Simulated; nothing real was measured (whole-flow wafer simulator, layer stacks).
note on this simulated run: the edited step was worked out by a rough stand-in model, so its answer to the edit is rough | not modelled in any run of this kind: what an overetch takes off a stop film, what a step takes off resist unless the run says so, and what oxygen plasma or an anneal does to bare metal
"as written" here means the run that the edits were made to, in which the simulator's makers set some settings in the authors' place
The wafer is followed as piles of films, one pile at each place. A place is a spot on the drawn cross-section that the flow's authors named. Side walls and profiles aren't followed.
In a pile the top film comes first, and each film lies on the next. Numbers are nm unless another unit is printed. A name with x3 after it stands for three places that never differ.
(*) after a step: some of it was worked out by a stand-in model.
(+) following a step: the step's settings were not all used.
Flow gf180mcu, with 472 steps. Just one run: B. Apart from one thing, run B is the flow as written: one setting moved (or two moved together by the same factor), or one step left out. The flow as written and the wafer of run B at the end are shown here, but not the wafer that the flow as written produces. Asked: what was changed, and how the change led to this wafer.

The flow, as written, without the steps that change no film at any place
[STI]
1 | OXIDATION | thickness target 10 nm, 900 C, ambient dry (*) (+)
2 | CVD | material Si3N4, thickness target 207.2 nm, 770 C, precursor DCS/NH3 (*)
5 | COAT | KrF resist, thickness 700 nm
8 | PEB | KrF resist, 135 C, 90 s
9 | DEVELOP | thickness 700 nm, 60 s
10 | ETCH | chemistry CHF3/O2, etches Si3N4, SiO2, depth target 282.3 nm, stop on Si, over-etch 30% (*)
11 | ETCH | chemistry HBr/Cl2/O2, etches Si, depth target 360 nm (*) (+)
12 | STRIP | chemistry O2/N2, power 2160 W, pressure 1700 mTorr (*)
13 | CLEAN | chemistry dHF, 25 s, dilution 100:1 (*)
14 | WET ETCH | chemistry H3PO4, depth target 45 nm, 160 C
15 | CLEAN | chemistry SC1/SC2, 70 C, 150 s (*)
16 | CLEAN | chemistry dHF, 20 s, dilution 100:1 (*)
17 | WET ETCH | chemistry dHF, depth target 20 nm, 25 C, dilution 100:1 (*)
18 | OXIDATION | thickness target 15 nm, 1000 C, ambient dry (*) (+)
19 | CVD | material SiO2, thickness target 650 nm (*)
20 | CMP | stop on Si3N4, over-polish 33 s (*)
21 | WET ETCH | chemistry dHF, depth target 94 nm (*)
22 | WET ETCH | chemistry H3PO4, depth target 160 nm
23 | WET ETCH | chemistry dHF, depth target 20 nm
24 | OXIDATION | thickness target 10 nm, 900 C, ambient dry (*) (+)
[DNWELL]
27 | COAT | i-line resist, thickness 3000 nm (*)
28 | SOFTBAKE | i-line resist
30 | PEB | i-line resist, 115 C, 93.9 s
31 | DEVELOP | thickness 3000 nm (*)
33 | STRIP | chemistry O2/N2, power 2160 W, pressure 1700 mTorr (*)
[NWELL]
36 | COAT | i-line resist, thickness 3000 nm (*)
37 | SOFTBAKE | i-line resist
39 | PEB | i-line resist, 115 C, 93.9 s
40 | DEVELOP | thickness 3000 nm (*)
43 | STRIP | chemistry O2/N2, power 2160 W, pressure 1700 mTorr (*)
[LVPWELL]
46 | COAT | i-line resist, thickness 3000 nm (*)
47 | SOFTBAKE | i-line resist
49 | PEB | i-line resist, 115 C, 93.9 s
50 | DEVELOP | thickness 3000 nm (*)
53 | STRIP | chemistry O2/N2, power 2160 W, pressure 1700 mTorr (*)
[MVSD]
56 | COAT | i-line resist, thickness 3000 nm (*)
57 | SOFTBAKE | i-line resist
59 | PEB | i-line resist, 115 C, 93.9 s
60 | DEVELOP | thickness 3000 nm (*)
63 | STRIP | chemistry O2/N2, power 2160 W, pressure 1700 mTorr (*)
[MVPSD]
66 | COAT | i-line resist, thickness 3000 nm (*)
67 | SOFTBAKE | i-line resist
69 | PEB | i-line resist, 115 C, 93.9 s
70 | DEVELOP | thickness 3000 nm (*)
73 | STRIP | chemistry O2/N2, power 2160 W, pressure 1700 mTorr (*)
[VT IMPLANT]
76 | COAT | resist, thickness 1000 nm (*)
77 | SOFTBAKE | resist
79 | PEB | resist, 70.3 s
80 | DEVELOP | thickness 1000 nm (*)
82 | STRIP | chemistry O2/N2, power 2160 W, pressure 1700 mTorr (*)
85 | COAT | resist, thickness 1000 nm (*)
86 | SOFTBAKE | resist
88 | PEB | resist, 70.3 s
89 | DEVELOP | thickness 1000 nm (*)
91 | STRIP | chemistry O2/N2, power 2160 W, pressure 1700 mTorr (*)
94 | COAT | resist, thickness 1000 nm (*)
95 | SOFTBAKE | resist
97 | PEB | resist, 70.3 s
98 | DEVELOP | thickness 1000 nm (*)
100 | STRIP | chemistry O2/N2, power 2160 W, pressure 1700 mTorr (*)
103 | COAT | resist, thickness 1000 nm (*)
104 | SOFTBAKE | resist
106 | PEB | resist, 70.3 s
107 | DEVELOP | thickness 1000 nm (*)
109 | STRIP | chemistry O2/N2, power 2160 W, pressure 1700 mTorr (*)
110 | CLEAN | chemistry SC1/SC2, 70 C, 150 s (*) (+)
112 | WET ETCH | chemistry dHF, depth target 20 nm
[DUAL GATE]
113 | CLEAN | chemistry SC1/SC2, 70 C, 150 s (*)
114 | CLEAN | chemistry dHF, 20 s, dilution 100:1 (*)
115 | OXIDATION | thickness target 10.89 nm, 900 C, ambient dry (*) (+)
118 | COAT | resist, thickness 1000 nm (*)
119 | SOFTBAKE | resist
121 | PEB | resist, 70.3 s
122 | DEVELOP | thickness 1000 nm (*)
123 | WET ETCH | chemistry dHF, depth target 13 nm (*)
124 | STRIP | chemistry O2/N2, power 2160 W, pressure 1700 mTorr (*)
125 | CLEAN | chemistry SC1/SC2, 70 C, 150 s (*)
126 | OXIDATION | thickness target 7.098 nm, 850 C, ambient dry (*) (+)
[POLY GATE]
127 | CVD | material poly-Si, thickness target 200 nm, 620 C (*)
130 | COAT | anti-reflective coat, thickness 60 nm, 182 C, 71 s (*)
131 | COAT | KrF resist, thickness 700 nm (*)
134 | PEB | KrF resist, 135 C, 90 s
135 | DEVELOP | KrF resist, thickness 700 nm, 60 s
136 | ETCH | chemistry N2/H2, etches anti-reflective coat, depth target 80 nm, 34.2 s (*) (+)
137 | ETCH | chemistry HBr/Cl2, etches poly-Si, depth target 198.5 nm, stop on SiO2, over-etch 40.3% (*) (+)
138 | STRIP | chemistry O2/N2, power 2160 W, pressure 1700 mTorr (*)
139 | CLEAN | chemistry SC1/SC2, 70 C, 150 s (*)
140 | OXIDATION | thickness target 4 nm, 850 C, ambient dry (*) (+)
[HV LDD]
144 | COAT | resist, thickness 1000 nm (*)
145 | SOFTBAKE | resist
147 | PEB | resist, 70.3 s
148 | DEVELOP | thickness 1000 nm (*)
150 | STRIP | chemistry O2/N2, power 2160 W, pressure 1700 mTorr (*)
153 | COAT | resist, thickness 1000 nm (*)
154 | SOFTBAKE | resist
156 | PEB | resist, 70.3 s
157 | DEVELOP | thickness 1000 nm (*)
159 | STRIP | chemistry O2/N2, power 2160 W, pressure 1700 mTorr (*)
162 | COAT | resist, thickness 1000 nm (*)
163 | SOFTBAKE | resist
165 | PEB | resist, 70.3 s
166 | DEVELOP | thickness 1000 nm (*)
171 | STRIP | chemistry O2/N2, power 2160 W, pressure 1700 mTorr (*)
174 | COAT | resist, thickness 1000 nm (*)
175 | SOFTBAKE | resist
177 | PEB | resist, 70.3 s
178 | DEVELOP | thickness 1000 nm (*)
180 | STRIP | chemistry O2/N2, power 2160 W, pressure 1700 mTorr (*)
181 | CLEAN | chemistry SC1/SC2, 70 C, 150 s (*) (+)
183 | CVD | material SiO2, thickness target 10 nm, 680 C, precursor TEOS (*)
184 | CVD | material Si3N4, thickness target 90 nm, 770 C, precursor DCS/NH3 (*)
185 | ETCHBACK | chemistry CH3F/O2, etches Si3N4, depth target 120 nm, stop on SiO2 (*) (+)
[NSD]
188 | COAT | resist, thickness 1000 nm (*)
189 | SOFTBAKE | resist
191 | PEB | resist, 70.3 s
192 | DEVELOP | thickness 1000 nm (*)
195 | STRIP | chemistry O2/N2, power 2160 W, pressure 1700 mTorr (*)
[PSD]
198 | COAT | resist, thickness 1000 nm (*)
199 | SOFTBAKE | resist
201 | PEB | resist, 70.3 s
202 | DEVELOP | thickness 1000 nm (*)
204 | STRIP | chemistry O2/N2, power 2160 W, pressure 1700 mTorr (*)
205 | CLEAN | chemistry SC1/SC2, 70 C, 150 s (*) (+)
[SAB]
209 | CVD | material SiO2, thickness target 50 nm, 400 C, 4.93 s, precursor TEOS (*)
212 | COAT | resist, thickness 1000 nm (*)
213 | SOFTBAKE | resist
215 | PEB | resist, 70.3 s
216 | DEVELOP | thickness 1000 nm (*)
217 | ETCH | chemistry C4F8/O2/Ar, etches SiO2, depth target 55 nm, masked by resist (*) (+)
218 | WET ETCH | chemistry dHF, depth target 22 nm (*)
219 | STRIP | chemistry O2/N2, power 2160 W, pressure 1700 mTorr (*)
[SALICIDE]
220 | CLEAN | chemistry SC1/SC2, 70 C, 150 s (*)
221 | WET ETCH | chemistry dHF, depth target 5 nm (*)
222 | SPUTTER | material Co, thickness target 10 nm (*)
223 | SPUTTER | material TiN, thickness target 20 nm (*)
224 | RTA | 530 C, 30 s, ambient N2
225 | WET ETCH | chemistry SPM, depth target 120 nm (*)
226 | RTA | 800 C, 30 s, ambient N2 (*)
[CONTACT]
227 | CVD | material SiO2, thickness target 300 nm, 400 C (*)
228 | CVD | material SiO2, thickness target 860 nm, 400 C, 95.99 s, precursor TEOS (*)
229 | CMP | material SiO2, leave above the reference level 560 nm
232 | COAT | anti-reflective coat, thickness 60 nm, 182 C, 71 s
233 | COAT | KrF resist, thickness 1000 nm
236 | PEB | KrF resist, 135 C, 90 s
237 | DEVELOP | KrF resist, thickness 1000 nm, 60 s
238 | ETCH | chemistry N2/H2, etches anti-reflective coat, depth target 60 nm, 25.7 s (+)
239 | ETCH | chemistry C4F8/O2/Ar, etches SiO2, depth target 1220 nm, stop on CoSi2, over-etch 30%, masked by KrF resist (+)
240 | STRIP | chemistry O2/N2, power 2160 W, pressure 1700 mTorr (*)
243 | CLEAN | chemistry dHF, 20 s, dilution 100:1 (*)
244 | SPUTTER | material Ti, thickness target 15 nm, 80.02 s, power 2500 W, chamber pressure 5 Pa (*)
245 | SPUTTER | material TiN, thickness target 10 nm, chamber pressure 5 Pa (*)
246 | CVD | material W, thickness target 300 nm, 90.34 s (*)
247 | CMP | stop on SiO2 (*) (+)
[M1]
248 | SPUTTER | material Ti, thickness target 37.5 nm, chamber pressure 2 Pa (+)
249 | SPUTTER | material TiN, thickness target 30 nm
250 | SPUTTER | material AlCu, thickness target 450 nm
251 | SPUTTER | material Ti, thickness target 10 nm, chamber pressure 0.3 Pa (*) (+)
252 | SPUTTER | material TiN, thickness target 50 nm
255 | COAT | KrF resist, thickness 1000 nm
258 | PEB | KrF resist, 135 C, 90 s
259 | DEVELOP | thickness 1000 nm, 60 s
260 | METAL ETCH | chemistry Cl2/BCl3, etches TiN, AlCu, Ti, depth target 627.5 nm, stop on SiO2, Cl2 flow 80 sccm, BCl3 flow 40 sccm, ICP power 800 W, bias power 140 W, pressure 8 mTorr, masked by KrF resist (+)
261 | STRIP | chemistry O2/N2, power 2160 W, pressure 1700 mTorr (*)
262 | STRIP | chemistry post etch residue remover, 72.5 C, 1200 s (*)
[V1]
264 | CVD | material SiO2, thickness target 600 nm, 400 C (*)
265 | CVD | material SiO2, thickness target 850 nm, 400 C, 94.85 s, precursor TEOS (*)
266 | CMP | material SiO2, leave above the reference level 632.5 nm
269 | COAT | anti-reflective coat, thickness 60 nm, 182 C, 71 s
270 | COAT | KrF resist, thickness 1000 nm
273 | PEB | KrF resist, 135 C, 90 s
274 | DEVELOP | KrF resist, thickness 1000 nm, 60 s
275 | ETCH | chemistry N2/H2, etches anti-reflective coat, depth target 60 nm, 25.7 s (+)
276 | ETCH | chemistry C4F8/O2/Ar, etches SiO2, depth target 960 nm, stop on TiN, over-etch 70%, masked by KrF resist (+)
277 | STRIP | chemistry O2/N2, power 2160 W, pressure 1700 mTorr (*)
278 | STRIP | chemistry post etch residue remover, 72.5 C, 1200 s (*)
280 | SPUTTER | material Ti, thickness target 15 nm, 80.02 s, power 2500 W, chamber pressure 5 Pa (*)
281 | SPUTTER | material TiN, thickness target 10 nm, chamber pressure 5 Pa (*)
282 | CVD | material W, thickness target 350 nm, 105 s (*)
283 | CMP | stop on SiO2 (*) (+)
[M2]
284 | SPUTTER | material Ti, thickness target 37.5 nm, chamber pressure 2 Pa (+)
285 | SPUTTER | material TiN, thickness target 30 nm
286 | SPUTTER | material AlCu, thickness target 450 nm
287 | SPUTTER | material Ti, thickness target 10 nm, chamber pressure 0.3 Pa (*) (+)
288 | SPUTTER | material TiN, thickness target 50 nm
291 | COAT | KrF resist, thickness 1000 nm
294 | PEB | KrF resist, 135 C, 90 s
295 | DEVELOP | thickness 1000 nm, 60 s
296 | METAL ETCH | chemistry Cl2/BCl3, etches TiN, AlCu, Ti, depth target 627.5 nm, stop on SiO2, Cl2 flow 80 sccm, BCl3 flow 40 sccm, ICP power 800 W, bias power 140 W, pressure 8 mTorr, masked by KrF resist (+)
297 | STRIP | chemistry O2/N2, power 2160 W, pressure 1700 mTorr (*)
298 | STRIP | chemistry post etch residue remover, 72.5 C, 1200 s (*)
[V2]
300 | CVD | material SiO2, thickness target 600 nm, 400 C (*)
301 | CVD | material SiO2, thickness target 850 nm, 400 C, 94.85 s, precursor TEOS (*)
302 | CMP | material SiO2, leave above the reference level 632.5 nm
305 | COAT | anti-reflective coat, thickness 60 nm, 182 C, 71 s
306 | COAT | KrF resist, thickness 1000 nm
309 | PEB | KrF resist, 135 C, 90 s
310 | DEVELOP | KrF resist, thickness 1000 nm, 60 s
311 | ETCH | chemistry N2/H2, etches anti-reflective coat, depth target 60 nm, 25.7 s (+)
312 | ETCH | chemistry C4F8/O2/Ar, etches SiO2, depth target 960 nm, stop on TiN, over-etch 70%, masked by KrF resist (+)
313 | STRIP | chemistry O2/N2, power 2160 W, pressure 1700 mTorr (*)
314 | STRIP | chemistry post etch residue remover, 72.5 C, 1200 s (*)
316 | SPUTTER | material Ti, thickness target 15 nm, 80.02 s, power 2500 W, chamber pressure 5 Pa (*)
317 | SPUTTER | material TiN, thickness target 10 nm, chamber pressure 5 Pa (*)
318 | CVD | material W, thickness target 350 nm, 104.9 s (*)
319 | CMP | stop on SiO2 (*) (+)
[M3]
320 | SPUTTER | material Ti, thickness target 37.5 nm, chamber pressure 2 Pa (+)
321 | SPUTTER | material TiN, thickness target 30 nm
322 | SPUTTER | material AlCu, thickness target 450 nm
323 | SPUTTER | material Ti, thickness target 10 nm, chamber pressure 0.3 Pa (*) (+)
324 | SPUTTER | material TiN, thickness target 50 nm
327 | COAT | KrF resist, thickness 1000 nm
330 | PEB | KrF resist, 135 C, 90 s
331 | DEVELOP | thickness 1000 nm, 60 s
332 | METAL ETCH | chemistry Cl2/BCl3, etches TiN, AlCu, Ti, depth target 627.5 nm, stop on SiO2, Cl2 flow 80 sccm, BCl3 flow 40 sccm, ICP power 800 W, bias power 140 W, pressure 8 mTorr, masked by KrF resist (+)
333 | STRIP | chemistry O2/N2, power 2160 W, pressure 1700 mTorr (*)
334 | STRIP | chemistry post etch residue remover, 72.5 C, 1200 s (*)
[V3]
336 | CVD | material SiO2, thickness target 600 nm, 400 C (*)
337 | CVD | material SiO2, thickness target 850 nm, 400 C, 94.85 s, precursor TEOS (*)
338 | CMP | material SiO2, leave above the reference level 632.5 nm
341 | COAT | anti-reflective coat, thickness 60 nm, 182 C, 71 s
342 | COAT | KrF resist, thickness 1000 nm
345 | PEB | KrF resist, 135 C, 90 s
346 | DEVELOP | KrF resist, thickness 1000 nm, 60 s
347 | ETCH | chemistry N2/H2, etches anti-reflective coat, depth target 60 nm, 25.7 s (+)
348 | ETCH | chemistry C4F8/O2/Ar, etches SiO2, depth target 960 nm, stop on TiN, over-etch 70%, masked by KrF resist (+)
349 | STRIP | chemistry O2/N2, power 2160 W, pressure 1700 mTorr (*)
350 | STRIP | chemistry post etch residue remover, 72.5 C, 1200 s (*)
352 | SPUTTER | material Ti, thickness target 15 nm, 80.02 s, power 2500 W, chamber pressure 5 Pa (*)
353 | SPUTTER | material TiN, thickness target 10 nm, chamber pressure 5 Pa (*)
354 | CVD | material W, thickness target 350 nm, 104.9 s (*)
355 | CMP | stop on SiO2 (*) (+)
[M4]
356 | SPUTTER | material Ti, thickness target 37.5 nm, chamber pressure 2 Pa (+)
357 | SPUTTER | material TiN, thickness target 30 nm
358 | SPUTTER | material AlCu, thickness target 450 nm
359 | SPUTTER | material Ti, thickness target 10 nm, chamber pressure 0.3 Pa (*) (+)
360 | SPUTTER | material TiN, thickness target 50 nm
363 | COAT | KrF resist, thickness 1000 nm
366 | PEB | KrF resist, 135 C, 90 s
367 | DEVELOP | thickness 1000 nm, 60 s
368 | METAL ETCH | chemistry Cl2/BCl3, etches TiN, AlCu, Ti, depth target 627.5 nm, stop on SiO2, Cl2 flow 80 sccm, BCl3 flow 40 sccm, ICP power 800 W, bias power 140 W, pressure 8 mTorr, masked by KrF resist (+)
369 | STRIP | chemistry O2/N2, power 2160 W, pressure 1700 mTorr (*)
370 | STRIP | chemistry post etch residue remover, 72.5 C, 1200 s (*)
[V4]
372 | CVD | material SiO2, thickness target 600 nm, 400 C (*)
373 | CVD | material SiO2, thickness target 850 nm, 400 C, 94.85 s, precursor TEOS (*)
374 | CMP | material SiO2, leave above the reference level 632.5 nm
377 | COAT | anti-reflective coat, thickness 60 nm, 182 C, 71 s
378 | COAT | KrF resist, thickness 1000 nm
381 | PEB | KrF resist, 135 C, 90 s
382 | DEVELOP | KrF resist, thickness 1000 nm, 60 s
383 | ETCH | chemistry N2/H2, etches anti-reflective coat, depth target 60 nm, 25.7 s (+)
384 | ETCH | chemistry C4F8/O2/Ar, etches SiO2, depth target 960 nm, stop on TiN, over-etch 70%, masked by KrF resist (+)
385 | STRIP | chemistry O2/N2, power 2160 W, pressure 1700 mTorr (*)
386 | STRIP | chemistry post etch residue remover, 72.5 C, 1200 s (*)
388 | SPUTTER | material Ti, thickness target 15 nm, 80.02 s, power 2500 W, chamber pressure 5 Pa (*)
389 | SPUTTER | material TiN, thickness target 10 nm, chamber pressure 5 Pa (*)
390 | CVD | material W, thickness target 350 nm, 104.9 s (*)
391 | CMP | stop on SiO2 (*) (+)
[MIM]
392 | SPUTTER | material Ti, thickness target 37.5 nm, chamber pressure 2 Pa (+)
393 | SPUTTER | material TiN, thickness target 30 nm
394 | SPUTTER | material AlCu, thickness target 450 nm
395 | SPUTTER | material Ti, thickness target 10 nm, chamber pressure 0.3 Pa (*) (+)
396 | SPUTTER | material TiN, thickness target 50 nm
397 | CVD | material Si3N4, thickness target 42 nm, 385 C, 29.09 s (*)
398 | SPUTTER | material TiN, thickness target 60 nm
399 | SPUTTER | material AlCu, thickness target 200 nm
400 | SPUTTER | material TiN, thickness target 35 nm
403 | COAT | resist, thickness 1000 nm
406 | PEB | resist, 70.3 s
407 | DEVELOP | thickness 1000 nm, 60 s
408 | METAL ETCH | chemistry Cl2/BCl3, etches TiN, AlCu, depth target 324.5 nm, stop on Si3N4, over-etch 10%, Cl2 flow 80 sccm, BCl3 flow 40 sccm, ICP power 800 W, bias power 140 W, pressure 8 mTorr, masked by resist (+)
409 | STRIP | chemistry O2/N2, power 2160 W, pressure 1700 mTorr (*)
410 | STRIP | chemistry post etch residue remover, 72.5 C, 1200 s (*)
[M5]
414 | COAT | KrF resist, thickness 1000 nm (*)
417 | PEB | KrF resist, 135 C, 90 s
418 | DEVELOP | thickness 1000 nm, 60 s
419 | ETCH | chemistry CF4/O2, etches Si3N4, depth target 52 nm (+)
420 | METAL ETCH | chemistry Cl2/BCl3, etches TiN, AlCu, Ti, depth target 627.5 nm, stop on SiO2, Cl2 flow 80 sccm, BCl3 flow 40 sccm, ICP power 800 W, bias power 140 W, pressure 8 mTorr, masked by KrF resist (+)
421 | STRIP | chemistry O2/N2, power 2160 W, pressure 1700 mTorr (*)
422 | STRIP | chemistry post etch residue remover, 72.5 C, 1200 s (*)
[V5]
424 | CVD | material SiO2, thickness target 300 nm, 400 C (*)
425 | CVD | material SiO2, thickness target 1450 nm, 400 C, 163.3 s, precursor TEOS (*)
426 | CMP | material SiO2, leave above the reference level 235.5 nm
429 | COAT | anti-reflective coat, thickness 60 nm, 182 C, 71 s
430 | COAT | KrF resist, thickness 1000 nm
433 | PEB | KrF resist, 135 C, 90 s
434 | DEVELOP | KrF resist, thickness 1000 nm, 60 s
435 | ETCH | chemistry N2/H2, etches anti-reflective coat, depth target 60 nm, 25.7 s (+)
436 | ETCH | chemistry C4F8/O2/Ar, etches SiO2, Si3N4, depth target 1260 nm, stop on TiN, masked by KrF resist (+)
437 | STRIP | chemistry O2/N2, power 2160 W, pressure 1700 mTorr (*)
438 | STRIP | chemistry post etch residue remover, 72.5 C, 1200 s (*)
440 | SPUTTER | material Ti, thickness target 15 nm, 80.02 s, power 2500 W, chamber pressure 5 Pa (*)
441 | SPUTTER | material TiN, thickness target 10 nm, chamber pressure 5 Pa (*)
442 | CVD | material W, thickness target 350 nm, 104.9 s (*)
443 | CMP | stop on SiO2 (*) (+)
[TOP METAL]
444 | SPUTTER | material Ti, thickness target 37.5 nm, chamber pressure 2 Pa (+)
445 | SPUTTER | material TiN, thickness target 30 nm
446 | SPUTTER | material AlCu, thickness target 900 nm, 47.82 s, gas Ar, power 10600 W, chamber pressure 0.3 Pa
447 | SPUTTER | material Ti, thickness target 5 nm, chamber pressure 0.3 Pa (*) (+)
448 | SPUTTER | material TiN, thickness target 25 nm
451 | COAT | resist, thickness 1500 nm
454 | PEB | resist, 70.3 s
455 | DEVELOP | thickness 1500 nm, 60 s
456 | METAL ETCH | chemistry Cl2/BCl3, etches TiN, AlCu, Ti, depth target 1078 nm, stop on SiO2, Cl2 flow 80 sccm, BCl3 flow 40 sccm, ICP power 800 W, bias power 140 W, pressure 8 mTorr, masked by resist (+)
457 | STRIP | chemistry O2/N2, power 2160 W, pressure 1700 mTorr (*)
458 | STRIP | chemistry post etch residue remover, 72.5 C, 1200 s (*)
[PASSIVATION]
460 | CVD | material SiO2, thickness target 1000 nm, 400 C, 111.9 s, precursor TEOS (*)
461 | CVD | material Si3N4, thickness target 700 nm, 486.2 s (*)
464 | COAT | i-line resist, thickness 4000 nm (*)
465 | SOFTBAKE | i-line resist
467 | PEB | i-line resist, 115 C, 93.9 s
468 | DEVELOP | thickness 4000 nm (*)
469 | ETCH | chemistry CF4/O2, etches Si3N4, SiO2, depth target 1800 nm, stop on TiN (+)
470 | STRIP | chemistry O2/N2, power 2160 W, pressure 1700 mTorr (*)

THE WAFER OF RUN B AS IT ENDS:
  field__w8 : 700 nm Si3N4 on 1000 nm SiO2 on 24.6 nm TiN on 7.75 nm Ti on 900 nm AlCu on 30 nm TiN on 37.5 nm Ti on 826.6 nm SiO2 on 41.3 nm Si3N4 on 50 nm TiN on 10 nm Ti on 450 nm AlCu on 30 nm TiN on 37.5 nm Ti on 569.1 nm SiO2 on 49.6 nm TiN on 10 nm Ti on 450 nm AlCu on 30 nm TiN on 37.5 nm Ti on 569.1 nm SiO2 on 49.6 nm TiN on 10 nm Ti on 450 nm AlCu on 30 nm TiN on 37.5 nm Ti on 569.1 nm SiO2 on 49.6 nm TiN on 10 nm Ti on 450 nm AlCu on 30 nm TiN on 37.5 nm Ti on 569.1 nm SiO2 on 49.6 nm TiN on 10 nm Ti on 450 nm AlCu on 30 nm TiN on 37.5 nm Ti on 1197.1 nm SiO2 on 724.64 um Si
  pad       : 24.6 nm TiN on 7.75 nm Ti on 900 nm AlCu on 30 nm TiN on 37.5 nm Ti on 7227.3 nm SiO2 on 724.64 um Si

The reason: step 447, SPUTTER: thickness target 7.75 nm was run, while the flow as written has thickness target 5 nm.
The wafer itself shows it: field__w8 has Ti 7.75, and step 447 as written asks for 5 nm.

Step by step, how the change led to this:
  447 | SPUTTER | material Ti, thickness target 5 nm, chamber pressure 0.3 Pa (*) (+)
      field, field__w1, field__w2 and 109 more: +7.75 Ti (new film) (in the flow as written it would be: +5 Ti (new film))
  456 | METAL ETCH | chemistry Cl2/BCl3, etches TiN, AlCu, Ti, depth target 1078 nm, stop on SiO2, Cl2 flow 80 sccm, BCl3 flow 40 sccm, ICP power 800 W, bias power 140 W, pressure 8 mTorr, masked by resist (+)
      field, field__w1, field__w2 and 103 more: -25 TiN (all of it), -7.75 Ti (all of it), -900 AlCu (all of it), -30 TiN (all of it), -37.5 Ti (all of it) (in the flow as written it would be: -25 TiN (all of it), -5 Ti (all of it), -900 AlCu (all of it), -30 TiN (all of it), -37.5 Ti (all of it))
